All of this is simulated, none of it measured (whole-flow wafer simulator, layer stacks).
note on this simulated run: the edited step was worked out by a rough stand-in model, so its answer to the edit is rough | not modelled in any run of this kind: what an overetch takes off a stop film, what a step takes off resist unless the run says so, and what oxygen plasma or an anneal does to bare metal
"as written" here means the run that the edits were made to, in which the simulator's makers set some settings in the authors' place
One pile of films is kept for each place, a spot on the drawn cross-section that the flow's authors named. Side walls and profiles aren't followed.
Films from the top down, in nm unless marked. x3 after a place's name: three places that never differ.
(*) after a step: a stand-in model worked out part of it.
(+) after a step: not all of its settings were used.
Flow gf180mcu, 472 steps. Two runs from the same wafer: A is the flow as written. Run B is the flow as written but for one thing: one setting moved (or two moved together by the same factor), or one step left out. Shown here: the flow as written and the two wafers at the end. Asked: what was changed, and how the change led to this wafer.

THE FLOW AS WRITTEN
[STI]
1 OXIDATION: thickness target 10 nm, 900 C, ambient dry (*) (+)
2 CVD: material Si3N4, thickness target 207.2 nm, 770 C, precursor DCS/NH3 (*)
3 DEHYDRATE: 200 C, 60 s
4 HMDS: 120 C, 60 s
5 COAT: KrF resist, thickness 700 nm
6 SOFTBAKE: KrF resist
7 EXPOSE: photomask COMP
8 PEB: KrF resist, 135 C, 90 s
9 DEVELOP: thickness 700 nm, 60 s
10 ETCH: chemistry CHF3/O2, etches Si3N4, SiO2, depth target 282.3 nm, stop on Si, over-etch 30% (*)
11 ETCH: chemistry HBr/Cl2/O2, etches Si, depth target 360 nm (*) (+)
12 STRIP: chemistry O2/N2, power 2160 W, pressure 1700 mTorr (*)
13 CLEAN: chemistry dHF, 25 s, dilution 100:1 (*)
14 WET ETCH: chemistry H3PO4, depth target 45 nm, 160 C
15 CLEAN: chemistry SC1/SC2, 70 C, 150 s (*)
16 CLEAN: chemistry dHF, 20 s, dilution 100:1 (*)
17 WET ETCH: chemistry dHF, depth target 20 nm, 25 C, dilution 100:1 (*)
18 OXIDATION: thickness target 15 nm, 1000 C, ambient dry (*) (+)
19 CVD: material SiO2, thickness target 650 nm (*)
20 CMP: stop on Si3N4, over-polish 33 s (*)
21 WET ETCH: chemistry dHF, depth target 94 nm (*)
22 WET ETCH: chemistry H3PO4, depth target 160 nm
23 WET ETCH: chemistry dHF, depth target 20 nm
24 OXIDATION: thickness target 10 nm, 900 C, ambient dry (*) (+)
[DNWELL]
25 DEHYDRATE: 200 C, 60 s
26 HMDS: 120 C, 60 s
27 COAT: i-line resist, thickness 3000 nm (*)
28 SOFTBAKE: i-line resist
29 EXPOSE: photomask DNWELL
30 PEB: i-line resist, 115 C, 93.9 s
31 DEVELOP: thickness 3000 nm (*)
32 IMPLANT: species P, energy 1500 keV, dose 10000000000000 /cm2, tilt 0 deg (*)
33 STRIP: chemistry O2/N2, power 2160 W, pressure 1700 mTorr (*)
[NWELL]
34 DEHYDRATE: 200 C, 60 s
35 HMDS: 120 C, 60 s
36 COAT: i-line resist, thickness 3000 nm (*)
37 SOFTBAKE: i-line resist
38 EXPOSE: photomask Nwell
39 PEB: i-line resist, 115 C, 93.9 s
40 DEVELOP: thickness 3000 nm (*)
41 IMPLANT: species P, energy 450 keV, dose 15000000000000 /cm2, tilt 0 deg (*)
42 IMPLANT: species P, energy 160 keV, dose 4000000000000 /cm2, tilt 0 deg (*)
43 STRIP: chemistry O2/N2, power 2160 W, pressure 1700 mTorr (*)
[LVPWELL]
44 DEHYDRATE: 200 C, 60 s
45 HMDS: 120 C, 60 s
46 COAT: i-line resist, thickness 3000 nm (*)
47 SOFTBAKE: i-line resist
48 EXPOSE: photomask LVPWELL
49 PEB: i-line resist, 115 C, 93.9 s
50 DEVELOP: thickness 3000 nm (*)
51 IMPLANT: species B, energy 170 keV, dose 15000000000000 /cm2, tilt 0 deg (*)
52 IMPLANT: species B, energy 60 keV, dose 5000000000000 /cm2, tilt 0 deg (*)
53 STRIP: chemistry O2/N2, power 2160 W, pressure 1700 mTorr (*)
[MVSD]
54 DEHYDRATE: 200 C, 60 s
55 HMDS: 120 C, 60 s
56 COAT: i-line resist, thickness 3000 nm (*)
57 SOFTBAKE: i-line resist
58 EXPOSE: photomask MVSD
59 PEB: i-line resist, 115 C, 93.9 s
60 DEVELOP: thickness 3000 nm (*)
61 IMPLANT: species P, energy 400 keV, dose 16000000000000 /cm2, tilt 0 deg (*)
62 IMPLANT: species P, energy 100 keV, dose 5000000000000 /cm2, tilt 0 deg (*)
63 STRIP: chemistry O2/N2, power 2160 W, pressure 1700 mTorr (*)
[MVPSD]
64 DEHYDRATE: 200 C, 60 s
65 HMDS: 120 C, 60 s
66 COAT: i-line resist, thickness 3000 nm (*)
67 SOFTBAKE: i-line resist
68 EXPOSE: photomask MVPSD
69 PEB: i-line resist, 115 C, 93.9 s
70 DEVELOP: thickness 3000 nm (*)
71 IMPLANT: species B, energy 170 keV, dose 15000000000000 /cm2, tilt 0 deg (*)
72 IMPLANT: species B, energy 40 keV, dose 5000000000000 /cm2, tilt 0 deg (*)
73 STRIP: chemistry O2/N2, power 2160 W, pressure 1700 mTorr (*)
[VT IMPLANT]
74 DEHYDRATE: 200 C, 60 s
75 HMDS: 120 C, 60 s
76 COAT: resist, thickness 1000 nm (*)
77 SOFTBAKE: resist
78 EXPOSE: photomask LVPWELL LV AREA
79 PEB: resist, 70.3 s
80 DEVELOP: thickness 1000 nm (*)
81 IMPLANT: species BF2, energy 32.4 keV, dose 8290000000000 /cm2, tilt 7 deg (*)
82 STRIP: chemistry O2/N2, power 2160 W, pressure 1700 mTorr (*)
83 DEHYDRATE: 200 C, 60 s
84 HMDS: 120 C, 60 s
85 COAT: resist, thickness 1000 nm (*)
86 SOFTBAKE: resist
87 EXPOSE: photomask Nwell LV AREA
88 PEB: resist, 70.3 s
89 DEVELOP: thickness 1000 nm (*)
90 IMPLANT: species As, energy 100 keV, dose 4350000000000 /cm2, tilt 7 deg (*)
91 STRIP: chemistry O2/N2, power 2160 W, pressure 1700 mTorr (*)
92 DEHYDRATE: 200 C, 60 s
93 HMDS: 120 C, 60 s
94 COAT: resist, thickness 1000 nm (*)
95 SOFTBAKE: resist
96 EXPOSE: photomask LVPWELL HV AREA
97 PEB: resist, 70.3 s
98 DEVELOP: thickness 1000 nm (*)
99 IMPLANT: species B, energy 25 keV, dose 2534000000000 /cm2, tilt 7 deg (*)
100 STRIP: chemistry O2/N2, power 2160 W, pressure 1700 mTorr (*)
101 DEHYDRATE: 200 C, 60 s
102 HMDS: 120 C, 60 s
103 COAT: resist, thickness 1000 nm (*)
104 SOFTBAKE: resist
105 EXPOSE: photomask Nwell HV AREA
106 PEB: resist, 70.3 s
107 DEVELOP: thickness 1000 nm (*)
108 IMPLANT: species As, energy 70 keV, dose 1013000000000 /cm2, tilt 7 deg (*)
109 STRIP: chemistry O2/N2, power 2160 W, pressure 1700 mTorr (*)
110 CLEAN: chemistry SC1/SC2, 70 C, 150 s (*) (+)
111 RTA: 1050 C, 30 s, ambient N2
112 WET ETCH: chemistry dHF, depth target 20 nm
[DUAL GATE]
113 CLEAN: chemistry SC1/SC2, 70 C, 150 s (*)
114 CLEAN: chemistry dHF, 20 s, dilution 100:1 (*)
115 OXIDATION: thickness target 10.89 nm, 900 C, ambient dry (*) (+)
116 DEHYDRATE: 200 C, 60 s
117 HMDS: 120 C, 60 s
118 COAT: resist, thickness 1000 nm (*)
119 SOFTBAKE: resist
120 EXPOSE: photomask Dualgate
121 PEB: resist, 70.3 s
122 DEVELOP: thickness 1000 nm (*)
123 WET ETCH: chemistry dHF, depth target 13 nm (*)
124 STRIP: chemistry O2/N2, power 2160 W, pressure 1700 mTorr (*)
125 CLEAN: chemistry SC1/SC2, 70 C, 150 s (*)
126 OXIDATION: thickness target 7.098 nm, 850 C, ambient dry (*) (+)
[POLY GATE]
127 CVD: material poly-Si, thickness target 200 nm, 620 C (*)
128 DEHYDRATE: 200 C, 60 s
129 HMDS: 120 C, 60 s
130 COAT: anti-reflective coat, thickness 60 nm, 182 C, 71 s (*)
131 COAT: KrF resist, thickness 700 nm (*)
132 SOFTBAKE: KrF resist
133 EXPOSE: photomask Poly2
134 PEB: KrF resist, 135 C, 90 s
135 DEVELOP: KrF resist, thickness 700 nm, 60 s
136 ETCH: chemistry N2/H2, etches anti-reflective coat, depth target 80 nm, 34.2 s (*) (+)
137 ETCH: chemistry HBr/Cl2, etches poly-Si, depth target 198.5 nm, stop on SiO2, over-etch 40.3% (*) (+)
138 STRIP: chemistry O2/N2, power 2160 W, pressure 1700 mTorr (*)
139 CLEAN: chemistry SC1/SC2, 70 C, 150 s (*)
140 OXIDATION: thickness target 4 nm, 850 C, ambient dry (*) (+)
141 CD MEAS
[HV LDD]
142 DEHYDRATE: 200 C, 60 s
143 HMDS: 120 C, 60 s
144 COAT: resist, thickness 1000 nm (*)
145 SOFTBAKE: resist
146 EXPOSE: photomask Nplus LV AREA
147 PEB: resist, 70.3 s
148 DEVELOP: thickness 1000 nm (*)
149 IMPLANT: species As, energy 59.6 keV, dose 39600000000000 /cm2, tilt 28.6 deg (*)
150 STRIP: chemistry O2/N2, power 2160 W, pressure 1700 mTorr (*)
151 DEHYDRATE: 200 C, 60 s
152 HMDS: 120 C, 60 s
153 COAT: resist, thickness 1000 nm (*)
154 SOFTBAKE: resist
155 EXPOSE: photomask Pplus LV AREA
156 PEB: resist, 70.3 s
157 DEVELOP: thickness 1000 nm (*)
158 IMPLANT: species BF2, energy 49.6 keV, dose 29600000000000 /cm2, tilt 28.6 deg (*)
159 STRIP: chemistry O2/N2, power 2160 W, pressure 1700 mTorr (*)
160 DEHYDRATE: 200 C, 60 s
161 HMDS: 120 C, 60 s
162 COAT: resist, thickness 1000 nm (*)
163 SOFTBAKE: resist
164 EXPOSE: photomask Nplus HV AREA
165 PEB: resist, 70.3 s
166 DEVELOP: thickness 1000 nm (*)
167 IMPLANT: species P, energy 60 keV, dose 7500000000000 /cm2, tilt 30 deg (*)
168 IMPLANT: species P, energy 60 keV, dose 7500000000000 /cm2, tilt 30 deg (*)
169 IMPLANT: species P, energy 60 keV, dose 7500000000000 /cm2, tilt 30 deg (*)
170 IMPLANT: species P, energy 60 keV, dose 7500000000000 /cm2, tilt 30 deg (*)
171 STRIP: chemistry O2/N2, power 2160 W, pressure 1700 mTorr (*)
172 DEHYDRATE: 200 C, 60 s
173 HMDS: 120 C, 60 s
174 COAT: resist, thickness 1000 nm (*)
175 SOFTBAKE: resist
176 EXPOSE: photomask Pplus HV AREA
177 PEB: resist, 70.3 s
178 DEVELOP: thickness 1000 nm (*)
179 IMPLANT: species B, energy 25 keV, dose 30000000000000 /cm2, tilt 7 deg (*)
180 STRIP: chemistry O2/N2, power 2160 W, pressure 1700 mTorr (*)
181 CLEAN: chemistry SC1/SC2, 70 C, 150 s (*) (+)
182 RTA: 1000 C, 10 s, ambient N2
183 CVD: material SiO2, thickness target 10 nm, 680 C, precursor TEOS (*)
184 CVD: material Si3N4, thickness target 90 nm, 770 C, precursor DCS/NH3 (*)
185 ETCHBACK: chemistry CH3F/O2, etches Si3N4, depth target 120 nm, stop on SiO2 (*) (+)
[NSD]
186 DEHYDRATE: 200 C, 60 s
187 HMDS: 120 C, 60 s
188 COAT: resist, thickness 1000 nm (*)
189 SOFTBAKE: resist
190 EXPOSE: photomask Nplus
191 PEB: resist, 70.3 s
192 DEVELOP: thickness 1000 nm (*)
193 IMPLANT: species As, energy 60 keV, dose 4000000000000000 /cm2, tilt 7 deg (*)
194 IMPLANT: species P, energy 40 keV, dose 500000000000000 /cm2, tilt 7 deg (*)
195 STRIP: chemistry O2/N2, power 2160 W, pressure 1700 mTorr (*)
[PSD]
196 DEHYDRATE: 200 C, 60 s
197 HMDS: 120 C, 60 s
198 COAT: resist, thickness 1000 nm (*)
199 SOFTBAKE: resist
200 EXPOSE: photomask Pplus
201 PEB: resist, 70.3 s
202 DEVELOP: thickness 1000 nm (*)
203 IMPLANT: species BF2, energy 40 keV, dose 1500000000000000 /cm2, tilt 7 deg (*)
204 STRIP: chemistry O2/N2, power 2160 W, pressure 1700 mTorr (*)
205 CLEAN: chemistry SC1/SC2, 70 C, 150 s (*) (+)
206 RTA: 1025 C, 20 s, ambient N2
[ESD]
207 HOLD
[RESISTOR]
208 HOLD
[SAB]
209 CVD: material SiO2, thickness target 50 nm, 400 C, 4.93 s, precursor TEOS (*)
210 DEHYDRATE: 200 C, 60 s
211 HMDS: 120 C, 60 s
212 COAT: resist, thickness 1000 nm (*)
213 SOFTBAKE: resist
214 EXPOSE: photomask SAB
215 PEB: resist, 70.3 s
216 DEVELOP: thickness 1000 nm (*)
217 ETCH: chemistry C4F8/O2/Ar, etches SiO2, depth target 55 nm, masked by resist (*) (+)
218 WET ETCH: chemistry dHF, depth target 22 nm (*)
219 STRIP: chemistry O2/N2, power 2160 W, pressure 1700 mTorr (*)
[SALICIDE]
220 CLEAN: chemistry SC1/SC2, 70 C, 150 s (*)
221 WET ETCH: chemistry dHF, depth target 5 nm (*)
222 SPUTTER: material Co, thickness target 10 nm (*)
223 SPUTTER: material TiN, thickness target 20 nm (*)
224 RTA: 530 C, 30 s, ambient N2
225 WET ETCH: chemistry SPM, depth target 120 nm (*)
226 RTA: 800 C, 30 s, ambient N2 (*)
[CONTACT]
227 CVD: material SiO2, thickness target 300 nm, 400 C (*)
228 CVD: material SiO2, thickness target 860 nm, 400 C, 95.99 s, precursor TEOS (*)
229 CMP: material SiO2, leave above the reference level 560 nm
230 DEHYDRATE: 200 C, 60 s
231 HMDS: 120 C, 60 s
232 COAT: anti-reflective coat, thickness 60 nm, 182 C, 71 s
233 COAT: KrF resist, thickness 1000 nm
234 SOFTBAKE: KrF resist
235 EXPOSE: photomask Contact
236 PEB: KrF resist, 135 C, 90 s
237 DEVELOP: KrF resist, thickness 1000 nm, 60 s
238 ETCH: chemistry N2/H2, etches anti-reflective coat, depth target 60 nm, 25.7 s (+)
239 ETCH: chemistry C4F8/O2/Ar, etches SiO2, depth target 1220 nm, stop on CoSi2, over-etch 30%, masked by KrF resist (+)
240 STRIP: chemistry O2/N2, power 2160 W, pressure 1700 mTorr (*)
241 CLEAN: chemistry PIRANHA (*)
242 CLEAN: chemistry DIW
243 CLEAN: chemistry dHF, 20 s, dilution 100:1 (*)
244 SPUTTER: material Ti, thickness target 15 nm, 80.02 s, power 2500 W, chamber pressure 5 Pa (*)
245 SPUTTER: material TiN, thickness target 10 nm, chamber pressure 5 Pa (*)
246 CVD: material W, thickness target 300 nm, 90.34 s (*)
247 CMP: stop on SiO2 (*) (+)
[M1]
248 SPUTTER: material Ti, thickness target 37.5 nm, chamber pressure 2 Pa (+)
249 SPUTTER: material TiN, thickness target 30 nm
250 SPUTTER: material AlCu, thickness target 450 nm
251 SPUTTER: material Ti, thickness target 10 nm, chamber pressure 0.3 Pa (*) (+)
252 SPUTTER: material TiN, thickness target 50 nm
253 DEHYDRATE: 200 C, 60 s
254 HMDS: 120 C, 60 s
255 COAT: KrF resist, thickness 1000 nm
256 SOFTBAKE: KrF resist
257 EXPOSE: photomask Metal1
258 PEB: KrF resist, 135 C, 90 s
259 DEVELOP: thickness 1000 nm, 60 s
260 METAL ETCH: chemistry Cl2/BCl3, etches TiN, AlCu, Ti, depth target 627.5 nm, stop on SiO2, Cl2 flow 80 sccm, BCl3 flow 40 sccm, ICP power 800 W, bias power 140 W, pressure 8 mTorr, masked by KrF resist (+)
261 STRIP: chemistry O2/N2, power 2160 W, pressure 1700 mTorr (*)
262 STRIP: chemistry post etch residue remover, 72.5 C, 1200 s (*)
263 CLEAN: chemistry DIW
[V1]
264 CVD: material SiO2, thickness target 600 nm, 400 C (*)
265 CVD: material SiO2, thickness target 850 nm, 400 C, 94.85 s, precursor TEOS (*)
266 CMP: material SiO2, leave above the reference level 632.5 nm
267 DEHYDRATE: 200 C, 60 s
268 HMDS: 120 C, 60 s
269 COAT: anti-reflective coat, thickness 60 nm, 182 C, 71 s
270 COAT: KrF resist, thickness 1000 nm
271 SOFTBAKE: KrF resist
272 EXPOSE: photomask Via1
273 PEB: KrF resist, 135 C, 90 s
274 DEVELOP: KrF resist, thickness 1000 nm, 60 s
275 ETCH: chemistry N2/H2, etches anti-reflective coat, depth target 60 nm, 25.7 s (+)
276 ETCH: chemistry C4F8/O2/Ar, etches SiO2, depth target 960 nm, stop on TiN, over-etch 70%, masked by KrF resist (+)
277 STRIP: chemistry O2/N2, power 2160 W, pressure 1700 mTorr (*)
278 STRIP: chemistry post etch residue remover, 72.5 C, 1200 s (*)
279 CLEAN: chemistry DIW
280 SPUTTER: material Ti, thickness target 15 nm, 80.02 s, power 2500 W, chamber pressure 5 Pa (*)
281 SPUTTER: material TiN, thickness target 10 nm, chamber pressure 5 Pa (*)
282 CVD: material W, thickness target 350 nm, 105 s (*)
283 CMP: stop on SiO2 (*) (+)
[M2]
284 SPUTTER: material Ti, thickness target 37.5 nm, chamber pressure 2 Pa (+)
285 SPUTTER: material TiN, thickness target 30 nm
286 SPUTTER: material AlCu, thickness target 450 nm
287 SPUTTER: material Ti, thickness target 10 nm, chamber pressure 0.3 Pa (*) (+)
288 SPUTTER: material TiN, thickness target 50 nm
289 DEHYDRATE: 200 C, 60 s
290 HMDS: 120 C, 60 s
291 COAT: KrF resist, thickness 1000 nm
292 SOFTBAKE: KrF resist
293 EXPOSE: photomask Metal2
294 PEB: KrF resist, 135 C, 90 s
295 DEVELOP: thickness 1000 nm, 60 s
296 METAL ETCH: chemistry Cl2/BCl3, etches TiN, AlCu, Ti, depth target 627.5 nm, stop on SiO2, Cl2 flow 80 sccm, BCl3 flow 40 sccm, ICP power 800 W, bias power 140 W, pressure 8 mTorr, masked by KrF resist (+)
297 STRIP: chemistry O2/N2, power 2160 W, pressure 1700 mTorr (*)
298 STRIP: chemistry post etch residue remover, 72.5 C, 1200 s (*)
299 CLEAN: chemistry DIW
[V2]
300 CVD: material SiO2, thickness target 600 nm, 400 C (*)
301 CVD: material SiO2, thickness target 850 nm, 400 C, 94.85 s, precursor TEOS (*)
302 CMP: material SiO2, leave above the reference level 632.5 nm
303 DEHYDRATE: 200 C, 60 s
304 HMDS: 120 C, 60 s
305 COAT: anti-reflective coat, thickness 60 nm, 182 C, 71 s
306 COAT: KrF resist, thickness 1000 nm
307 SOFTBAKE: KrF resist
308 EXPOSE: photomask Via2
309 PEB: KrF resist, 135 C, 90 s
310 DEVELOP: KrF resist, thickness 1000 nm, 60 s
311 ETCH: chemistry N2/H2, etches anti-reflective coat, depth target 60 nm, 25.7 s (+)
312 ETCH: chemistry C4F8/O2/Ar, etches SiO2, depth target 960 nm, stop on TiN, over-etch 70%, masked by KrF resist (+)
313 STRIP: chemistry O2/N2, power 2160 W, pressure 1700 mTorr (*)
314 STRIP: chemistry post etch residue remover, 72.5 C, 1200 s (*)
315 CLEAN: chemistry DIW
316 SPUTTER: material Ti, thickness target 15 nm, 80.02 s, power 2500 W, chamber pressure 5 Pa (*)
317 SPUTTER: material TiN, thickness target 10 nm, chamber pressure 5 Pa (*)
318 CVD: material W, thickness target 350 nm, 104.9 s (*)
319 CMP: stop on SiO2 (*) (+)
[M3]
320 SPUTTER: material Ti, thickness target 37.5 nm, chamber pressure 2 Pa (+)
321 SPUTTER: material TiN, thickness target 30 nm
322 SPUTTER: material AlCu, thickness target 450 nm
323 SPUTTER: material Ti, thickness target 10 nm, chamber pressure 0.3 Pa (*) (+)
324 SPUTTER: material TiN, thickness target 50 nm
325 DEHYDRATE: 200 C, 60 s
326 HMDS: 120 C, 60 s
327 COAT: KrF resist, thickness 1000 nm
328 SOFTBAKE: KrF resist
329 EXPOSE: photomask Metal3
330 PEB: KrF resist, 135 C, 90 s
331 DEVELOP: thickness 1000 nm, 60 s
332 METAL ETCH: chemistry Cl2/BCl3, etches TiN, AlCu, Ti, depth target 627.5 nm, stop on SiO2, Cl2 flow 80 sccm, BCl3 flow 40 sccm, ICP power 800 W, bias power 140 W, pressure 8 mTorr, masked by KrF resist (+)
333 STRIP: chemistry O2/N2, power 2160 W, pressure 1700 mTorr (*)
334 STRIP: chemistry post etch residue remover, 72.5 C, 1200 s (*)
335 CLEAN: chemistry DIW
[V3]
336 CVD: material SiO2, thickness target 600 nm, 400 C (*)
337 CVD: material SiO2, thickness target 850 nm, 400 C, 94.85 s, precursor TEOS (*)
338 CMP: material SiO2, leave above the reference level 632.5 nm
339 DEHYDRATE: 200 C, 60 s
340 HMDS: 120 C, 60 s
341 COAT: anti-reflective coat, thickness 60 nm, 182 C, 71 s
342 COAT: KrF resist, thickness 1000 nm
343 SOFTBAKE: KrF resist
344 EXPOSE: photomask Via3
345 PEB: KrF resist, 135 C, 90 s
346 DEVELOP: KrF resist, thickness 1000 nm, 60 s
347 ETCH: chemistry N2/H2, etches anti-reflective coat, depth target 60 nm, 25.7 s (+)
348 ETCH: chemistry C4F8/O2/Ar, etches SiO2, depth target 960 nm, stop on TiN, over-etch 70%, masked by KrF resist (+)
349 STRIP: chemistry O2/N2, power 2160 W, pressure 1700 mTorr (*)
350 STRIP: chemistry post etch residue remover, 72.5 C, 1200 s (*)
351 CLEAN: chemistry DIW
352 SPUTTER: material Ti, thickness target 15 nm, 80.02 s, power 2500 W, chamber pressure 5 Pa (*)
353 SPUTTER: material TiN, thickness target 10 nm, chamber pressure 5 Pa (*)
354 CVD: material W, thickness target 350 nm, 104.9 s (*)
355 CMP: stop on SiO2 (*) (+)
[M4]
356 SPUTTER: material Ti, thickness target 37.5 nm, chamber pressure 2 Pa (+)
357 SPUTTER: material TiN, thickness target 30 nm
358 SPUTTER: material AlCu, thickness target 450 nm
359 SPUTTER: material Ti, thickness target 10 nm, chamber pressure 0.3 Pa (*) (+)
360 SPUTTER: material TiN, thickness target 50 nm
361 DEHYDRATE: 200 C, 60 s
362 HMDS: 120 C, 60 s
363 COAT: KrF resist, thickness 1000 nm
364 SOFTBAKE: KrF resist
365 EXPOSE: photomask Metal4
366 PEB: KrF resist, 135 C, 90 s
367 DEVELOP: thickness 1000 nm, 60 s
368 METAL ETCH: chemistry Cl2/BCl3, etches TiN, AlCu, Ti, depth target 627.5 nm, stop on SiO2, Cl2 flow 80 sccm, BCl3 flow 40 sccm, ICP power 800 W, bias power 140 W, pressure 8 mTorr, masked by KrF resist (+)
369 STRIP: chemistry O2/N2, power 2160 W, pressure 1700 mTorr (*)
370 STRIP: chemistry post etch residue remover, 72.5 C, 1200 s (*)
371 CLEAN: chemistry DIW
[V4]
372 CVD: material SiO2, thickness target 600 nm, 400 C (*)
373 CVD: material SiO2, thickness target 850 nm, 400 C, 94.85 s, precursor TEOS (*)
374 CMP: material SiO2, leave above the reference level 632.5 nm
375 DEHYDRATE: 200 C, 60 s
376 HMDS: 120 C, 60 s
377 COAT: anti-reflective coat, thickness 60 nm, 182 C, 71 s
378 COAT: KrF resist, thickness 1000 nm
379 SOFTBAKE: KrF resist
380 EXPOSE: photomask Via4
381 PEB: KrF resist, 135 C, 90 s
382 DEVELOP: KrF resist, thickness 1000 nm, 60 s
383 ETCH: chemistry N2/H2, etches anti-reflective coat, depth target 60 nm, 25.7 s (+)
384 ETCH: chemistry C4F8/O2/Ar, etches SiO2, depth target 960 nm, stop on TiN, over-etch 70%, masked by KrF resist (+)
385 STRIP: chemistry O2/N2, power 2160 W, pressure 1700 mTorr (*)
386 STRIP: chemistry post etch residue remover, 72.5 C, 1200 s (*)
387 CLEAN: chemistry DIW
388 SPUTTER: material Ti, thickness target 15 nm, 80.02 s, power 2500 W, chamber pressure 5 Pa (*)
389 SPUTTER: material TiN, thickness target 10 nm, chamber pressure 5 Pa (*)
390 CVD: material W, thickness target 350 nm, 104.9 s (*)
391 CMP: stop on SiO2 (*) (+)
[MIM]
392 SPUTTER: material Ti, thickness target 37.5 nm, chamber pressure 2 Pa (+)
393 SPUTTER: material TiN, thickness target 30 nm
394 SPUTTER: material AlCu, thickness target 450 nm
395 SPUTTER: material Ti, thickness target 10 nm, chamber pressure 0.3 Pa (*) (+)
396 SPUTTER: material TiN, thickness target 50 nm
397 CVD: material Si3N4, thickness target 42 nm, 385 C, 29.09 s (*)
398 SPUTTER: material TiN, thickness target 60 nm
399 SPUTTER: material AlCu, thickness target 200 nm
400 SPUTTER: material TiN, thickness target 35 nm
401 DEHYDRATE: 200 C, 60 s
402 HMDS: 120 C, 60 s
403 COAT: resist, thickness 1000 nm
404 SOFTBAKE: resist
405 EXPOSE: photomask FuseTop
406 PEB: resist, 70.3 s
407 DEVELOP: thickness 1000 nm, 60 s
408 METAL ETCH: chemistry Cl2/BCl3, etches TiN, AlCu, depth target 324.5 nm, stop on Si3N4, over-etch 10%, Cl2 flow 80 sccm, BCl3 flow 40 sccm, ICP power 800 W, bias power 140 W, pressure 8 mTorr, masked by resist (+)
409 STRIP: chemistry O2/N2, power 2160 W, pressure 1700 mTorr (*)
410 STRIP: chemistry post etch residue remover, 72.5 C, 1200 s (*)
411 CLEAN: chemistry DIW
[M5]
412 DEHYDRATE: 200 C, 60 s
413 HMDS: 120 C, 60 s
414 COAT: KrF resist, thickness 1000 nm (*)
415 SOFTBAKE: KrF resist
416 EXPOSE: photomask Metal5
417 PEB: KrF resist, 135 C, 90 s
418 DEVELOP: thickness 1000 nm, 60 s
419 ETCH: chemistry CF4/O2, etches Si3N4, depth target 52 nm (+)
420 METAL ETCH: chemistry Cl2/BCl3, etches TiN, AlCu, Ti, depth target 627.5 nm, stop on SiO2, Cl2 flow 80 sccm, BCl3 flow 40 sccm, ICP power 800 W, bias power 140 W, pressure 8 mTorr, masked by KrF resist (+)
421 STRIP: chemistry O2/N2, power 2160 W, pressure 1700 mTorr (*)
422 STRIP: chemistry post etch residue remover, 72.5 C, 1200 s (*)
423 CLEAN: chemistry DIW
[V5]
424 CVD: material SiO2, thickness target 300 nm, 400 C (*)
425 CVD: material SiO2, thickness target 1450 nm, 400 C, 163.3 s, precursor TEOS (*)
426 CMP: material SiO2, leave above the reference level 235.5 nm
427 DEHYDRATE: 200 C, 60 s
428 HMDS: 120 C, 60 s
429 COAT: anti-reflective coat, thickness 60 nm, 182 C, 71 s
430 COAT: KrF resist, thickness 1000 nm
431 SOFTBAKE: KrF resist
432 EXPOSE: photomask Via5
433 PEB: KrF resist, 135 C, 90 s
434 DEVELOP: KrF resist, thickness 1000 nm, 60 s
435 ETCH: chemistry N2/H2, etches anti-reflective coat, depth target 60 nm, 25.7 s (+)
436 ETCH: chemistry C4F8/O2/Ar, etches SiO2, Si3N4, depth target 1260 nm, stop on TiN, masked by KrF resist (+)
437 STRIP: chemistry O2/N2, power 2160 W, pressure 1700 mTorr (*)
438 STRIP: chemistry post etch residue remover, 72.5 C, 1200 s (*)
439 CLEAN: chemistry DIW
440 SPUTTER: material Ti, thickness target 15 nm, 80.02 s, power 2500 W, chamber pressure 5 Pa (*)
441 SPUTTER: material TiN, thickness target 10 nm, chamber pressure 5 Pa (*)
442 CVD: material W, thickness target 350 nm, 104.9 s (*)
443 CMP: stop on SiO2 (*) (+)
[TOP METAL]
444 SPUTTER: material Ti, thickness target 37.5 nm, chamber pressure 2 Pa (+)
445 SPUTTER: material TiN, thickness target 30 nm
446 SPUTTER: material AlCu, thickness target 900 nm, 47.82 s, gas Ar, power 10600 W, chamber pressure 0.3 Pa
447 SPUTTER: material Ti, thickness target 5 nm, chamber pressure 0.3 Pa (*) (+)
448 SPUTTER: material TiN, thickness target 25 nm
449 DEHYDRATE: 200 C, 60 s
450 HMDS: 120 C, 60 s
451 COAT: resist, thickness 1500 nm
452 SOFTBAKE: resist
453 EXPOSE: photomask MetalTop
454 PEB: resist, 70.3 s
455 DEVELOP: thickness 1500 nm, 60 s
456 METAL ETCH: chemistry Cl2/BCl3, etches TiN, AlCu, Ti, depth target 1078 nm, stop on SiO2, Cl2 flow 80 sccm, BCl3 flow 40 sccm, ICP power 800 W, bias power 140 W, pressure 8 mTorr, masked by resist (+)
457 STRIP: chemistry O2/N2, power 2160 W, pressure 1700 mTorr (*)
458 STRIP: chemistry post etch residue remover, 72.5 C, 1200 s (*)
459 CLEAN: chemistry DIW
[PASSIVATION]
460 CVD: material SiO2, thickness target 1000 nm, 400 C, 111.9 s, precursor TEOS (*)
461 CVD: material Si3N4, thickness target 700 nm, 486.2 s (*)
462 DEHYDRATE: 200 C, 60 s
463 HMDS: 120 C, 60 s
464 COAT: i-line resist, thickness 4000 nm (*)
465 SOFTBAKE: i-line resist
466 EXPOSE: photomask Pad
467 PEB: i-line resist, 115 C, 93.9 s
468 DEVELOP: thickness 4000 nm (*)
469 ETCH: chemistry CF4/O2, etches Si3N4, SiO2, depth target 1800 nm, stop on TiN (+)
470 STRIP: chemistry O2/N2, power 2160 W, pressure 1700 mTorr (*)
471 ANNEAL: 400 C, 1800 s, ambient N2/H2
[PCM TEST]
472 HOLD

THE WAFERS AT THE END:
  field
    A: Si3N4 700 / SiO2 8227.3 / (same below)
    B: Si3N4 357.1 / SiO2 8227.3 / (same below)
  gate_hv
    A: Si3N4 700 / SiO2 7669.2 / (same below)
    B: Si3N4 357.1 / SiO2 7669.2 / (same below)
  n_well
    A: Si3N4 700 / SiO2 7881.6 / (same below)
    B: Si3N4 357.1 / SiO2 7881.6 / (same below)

The cause: step 461, CVD: thickness target 357 nm was run, where the flow has thickness target 700 nm; step 461, CVD: 248 s was run, where the flow has 486.2 s.

How the change led to this, step by step:
  461 CVD: material Si3N4, thickness target 700 nm, 486.2 s (*)
      field, field__w1, field__w2 and 109 more: A Si3N4 +700 (new film) | B Si3N4 +357.1 (new film)
  465 SOFTBAKE: i-line resist
      field__w11, field__w13: A i-line resist +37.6 | B i-line resist +35.8
      ld_acc_p, ld_fp_p: A i-line resist +33.8 | B i-line resist +31.9
      (and at 55 more places)
  469 ETCH: chemistry CF4/O2, etches Si3N4, SiO2, depth target 1800 nm, stop on TiN (+)
      pad: A Si3N4 -700 (all of it), SiO2 -1000 (all of it) | B Si3N4 -357.1 (all of it), SiO2 -1000 (all of it)
